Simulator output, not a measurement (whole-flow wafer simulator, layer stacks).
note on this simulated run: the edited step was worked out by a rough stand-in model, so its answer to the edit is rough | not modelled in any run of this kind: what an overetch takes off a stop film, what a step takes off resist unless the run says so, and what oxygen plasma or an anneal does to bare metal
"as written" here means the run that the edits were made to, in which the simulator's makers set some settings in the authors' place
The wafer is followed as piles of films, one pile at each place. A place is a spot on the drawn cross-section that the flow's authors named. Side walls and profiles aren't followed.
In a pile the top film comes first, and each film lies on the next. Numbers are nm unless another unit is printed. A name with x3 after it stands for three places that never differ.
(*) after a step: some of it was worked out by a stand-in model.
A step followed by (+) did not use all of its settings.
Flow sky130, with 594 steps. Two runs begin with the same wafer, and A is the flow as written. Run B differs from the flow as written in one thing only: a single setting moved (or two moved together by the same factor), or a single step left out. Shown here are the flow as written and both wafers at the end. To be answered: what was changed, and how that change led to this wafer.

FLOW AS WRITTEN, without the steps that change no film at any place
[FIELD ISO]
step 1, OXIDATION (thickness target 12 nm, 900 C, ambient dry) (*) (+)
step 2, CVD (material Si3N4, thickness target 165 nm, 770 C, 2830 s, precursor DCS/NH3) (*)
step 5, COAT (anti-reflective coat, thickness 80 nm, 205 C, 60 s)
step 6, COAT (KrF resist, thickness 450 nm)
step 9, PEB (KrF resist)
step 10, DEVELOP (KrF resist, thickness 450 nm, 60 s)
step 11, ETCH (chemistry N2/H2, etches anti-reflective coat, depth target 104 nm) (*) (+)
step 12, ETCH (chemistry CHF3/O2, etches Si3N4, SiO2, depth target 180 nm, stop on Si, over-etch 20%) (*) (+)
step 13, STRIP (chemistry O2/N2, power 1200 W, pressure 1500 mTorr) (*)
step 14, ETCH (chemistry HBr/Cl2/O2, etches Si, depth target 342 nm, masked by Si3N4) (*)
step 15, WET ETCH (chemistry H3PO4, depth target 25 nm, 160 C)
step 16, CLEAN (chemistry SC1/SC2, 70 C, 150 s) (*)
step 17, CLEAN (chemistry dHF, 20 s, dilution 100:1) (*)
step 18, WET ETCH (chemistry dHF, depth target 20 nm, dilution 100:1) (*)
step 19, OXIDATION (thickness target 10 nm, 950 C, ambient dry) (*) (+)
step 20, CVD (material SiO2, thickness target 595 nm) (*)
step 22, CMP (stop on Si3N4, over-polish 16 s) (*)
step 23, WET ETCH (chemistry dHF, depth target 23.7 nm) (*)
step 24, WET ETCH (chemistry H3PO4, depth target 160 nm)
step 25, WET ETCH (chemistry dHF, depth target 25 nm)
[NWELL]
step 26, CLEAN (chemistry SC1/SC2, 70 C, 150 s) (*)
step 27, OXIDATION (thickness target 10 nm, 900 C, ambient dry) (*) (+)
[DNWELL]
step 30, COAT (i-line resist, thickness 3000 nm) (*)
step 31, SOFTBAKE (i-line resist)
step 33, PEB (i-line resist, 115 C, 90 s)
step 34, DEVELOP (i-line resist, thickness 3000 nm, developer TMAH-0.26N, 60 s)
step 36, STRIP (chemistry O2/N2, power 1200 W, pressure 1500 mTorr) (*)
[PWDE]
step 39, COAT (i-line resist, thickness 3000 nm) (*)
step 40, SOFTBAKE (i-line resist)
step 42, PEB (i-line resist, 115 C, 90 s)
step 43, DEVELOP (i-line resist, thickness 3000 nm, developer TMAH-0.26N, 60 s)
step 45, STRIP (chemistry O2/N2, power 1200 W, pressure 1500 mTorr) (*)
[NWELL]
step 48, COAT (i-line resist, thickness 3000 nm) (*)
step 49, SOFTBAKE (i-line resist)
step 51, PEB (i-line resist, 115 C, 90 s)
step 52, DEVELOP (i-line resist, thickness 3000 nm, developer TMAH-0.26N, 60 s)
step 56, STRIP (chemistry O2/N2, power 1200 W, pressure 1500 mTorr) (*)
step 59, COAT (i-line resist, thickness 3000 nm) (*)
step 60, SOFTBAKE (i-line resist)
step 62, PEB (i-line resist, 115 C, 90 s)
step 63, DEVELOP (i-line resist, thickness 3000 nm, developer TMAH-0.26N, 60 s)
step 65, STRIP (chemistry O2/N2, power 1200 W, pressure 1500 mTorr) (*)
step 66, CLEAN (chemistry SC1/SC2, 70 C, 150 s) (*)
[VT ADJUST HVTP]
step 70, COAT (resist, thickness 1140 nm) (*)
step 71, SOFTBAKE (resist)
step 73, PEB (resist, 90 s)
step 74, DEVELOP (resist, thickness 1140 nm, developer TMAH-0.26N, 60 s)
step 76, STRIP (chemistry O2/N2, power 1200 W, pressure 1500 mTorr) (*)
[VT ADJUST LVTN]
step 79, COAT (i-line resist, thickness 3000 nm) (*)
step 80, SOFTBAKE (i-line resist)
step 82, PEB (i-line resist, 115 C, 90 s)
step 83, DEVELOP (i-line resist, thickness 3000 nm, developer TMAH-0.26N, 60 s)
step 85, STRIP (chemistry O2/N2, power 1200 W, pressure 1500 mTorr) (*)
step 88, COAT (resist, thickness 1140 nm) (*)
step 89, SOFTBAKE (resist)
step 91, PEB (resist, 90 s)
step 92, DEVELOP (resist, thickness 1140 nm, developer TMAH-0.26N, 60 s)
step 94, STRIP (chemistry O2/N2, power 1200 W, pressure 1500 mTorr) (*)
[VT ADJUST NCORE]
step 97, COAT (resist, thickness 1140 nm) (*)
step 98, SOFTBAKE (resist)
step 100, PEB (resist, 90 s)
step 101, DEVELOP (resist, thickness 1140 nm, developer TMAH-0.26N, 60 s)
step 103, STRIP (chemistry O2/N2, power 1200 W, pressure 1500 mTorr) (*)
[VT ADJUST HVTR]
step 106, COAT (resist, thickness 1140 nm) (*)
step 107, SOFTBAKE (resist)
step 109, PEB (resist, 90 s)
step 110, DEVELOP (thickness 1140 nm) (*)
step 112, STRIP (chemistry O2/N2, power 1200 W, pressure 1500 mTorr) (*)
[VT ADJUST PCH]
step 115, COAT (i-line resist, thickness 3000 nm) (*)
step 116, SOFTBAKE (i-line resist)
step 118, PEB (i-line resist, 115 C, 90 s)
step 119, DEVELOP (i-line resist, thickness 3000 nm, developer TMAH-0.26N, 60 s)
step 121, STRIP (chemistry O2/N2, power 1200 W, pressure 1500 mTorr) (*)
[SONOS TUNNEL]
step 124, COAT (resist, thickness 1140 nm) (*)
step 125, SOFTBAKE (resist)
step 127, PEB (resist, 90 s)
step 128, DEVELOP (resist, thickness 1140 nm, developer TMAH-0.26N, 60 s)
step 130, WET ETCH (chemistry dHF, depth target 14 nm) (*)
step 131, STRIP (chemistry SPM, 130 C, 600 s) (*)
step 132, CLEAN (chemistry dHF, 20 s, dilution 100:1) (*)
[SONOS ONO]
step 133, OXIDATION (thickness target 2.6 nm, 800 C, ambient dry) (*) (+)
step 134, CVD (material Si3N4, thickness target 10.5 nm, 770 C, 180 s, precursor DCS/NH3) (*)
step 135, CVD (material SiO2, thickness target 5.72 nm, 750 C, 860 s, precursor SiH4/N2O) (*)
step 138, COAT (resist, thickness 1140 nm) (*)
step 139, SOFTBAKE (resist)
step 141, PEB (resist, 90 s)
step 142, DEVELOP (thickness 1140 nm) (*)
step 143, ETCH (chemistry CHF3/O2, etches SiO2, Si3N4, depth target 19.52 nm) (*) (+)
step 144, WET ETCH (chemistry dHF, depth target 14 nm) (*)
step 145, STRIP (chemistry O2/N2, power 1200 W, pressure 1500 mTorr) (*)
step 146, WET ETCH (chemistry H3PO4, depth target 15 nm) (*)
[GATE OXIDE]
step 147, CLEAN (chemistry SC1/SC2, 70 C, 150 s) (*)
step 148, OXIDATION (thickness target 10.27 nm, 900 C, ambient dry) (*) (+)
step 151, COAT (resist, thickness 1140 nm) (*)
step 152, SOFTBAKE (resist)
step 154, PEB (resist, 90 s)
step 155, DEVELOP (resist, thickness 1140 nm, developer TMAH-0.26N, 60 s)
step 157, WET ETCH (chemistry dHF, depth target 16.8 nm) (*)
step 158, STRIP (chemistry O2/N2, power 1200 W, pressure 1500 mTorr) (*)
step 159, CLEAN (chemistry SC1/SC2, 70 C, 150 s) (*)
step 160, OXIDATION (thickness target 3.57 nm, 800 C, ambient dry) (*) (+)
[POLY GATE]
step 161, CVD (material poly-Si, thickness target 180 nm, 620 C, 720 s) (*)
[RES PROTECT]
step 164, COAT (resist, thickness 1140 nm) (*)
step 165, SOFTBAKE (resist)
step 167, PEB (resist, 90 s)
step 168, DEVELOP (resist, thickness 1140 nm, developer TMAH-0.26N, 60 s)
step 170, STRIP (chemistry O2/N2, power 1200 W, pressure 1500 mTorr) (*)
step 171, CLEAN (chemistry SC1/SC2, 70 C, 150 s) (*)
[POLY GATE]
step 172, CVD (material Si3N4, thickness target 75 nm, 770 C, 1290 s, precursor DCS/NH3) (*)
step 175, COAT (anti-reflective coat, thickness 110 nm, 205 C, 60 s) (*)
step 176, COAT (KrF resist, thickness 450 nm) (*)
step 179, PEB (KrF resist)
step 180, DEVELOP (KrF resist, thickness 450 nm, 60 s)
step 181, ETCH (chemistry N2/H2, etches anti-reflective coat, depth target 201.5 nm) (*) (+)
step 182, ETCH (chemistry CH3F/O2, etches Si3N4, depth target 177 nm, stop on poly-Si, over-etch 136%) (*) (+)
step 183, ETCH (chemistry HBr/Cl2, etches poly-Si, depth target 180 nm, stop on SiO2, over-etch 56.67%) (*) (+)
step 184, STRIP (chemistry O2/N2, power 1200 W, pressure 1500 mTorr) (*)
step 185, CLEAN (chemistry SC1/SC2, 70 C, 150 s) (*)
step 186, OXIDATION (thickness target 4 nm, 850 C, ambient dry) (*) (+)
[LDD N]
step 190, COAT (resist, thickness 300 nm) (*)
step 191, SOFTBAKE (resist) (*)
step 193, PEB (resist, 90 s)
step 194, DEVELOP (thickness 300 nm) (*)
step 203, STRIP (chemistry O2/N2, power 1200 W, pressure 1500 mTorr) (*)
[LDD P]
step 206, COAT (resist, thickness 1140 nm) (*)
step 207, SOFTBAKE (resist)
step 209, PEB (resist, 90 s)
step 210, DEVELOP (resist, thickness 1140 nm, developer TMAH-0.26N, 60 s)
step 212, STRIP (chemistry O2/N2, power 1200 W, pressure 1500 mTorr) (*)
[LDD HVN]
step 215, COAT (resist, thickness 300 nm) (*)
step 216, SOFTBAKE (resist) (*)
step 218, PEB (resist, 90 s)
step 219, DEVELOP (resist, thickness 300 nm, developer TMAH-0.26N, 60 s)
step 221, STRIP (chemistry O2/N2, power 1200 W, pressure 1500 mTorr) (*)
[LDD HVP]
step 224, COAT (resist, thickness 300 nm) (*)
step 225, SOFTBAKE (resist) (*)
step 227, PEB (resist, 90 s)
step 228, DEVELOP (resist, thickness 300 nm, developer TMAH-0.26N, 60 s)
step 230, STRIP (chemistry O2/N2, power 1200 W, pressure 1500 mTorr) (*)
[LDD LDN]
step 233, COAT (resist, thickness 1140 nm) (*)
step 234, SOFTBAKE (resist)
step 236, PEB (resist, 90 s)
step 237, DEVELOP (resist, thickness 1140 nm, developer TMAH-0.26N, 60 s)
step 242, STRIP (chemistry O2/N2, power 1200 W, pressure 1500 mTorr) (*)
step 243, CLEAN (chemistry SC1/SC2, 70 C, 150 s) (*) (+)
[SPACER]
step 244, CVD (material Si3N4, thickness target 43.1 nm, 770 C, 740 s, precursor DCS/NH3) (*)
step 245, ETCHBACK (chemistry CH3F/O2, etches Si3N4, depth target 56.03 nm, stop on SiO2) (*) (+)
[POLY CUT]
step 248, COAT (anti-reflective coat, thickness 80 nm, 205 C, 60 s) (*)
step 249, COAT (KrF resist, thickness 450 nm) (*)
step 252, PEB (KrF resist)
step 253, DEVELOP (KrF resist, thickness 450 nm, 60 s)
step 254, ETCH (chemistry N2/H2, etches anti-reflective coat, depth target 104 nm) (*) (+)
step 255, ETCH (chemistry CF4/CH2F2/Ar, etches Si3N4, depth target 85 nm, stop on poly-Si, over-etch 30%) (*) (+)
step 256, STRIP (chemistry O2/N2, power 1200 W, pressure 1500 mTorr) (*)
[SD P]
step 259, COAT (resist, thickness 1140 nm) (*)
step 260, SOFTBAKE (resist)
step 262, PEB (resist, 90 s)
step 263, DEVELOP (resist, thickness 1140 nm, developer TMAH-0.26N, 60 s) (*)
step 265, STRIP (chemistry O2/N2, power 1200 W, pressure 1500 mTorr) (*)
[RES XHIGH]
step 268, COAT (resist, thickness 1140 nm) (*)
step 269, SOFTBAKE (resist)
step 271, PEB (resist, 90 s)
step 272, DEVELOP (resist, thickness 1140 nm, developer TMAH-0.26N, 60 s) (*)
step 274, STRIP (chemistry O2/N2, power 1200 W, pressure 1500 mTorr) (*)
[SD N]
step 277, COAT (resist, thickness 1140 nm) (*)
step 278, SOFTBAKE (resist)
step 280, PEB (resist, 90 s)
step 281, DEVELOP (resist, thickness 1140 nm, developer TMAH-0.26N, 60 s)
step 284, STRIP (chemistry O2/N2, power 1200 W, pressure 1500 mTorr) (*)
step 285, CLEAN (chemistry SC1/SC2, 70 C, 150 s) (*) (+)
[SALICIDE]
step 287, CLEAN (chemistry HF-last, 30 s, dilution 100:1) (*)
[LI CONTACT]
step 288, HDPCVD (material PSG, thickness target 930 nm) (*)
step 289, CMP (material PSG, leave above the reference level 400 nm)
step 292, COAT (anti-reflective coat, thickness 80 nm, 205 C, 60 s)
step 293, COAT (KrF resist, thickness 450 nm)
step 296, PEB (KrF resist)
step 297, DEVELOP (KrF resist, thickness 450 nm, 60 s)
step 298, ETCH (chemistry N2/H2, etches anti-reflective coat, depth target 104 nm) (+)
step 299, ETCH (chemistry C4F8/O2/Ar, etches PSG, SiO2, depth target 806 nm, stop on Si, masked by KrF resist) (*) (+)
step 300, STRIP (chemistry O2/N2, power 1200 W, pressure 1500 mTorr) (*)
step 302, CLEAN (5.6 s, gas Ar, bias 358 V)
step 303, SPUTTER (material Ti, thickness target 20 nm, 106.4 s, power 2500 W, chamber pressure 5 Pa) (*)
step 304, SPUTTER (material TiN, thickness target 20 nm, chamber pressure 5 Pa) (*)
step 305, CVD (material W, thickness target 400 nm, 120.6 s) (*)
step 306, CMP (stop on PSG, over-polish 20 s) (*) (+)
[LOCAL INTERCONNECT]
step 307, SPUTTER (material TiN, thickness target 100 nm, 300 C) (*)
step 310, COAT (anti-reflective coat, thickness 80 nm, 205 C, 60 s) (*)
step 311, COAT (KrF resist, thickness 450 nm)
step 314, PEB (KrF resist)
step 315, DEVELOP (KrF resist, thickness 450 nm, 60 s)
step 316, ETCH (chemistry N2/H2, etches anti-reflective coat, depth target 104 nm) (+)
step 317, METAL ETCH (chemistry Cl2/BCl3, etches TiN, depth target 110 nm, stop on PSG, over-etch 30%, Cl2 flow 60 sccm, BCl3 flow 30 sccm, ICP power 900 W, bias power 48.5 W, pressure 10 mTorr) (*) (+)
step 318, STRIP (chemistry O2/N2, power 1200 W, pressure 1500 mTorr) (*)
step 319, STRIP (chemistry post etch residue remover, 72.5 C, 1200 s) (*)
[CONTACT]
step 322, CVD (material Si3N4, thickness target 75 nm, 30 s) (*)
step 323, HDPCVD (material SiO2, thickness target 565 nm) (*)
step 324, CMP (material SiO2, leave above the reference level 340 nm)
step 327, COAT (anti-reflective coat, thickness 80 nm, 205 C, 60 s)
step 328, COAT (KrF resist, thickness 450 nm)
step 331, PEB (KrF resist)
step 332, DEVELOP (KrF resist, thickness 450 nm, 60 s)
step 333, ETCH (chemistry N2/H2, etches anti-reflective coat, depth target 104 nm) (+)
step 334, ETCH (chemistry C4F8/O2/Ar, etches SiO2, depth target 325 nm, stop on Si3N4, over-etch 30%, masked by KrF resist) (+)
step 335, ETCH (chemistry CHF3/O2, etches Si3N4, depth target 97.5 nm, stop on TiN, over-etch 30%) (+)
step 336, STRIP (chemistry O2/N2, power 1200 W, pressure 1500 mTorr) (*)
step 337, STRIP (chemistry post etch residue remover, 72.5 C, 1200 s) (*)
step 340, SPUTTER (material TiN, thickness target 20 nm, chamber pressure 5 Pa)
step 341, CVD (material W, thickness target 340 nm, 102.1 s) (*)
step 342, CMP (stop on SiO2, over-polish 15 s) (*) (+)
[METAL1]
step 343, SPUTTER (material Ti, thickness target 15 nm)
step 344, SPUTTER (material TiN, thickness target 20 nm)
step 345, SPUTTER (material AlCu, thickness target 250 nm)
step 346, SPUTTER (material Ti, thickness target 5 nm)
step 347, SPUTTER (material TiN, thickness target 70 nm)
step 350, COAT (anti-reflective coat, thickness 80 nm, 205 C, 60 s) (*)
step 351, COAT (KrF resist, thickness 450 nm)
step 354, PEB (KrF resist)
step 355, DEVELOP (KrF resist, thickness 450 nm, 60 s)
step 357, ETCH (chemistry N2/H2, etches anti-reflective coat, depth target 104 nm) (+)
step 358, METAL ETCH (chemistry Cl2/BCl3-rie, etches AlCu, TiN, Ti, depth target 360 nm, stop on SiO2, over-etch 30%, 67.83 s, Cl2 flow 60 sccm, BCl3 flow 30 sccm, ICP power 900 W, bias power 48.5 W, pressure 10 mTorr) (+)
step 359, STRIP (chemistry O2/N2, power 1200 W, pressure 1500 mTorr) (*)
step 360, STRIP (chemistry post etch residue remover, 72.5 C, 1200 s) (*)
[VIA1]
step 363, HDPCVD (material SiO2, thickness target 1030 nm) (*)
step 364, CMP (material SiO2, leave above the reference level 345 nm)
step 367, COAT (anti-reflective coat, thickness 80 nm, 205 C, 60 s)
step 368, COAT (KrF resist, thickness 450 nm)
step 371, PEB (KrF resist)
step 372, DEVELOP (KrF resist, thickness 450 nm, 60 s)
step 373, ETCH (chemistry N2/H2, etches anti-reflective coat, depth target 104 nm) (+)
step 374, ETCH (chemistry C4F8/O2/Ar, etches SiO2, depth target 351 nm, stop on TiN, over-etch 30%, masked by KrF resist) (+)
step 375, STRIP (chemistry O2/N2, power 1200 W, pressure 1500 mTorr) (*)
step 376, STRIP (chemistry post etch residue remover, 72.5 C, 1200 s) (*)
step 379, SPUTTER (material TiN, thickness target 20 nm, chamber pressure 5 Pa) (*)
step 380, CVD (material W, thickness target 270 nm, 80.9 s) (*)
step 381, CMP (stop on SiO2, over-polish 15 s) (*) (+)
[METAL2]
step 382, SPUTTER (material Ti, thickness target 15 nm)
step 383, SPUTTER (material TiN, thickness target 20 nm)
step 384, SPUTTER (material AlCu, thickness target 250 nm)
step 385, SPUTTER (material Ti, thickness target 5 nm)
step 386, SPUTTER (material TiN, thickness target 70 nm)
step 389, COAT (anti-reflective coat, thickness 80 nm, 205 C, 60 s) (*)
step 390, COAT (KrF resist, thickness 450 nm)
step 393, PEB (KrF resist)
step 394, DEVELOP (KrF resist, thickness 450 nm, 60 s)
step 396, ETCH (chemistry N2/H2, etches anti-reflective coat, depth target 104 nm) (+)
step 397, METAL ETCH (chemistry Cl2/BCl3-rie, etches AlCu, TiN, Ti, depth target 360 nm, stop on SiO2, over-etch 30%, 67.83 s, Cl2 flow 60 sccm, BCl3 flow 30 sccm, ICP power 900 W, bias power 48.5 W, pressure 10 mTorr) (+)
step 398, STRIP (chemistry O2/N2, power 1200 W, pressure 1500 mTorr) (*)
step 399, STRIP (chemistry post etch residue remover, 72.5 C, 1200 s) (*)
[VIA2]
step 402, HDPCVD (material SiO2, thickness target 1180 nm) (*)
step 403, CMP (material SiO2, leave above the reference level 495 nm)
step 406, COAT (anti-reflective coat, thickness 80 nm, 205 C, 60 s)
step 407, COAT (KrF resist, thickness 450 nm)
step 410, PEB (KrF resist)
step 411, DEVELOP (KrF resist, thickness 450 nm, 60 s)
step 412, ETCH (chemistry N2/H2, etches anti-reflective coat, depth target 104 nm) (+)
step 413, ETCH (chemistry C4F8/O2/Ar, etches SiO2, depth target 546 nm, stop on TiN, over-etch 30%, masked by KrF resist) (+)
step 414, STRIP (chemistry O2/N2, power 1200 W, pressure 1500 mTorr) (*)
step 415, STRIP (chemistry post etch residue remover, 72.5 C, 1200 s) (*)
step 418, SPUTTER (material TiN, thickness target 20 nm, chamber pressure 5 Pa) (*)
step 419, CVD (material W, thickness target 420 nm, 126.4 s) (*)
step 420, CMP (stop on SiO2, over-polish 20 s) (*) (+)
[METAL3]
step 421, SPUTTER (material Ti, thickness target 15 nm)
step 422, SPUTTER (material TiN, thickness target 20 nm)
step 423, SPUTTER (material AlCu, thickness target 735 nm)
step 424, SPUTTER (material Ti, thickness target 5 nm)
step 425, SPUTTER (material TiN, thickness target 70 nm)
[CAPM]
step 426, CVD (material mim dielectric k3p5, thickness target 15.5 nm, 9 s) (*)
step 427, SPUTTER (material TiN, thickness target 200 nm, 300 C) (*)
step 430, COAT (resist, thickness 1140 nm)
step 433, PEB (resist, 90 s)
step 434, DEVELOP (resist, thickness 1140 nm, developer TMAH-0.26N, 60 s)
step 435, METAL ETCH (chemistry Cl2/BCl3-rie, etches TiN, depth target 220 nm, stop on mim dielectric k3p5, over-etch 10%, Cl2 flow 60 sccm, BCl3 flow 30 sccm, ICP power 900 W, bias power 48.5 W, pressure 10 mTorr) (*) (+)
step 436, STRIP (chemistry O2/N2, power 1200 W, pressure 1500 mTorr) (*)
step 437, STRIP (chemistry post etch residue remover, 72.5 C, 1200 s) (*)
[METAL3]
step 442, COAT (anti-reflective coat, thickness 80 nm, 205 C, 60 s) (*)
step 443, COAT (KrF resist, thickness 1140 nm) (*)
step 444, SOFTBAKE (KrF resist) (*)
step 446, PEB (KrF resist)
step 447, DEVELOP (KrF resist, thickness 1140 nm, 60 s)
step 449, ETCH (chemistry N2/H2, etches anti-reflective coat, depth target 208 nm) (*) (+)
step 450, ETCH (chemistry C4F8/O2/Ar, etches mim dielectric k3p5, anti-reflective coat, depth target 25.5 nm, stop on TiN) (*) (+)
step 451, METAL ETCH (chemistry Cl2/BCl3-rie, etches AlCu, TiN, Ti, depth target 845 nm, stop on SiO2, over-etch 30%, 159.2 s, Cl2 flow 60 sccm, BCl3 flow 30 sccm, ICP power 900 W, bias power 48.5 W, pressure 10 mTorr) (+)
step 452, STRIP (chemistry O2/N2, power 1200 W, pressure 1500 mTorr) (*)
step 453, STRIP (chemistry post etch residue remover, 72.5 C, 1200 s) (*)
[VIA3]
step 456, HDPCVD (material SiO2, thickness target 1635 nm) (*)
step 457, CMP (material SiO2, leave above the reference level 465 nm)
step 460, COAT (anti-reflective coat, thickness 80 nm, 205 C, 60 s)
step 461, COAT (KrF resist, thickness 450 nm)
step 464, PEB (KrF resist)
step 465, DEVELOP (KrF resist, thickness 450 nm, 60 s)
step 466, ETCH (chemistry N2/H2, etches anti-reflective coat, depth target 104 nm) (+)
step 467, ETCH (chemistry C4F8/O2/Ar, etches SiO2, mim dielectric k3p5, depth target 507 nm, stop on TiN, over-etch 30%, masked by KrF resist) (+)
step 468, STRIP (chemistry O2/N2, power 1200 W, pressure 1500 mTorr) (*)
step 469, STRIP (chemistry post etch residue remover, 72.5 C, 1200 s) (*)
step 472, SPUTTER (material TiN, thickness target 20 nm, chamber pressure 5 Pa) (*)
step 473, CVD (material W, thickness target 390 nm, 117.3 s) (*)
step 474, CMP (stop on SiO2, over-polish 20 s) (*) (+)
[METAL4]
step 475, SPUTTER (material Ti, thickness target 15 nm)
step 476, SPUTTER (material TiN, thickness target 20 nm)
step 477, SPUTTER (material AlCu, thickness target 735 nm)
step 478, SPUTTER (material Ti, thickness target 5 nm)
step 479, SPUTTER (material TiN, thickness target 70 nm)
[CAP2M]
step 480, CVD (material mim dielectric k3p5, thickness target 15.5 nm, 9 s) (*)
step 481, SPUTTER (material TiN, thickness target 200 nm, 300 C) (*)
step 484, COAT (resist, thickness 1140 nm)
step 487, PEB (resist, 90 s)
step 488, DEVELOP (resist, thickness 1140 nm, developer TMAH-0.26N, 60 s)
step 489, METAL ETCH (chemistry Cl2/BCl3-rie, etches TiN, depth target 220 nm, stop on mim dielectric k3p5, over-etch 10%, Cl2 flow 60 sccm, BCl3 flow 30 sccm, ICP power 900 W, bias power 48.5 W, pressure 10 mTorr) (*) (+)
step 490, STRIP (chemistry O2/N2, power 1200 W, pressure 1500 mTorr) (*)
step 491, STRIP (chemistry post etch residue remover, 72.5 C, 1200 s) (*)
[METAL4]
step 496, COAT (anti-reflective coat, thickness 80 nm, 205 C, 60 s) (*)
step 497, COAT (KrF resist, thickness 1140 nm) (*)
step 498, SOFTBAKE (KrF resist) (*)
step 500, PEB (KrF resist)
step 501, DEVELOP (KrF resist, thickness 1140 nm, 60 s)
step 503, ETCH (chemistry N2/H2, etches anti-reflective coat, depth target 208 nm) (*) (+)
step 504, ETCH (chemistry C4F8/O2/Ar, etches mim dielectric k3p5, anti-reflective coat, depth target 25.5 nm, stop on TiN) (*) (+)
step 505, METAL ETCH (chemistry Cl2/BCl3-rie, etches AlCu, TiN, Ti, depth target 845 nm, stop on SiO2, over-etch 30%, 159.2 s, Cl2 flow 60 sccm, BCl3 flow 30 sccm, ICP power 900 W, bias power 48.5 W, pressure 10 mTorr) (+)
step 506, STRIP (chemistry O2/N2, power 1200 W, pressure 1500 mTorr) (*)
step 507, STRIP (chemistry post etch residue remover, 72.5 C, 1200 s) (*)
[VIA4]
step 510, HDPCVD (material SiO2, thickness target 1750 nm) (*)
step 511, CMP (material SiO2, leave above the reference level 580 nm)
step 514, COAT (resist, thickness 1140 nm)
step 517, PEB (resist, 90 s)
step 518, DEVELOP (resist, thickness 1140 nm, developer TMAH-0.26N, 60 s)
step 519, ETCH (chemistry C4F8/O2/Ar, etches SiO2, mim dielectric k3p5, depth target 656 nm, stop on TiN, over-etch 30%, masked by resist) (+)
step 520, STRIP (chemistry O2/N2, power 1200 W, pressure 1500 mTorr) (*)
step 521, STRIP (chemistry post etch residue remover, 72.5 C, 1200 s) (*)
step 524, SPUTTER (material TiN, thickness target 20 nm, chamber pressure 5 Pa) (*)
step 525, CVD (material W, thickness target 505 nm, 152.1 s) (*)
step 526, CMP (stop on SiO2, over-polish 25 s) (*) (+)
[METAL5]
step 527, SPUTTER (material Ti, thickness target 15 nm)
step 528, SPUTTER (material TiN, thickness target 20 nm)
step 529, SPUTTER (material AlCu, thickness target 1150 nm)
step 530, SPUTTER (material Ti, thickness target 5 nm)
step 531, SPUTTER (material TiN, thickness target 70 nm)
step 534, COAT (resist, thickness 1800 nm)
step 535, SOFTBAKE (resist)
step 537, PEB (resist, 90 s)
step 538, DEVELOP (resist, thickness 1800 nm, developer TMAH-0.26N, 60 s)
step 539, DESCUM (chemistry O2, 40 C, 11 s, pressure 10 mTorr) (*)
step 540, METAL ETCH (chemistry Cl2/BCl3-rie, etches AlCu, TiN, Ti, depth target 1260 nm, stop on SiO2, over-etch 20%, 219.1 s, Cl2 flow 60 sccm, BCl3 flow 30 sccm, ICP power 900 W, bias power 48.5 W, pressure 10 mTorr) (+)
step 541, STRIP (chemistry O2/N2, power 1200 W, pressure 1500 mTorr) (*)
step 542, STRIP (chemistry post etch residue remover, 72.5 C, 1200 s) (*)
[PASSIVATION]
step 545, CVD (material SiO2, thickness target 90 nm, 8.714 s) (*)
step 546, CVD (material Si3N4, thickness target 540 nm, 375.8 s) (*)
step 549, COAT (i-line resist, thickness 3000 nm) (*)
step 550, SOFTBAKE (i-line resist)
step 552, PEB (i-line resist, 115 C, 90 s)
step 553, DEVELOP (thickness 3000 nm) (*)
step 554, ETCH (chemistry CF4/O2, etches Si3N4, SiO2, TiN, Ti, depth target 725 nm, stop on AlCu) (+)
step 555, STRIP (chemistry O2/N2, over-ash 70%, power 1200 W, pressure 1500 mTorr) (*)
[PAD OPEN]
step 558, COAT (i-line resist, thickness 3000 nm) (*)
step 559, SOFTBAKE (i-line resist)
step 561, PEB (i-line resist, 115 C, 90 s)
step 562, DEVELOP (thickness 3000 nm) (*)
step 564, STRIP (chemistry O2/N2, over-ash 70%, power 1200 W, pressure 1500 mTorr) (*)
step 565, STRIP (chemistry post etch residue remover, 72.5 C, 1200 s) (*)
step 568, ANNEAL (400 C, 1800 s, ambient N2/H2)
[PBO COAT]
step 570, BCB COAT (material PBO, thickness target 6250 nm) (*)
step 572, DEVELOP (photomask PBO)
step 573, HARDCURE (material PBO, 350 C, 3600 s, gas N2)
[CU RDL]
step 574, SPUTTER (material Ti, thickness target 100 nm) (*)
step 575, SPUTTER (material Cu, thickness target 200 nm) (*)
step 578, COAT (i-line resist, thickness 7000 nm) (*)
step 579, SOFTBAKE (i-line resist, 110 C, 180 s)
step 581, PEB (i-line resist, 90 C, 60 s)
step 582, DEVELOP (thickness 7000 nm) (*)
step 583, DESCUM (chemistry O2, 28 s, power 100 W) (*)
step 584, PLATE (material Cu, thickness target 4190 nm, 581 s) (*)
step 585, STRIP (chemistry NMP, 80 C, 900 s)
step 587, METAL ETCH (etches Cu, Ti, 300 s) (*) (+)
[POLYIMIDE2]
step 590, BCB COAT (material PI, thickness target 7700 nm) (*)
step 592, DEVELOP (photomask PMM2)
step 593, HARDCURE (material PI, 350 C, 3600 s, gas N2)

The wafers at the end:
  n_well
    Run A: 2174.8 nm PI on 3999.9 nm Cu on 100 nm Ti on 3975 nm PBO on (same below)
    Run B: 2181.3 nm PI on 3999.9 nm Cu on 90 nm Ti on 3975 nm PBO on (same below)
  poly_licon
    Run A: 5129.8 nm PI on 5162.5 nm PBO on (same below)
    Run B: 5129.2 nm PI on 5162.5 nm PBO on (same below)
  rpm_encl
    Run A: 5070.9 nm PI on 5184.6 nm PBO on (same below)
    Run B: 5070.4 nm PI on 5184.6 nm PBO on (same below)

Cause: step 574, SPUTTER: thickness target 90 nm was run, while the flow as written has thickness target 100 nm.
One can read it off the wafer: n_well has Ti 90, and step 574 as written asks for 100 nm.

Step by step, how the change led to this:
  step 574, SPUTTER (material Ti, thickness target 100 nm) (*)
      field, active, n_well and 190 more: A +100 Ti (new film) | B +90 Ti (new film)
  step 587, METAL ETCH (etches Cu, Ti, 300 s) (*) (+)
      field, active, gate and 167 more: A -200 Cu (all of it), -100 Ti (all of it) | B -200 Cu (all of it), -90 Ti (all of it)
  step 590, BCB COAT (material PI, thickness target 7700 nm) (*)
      de16_gate_nw: A +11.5 um PI (new film) | B +11.49 um PI (new film)
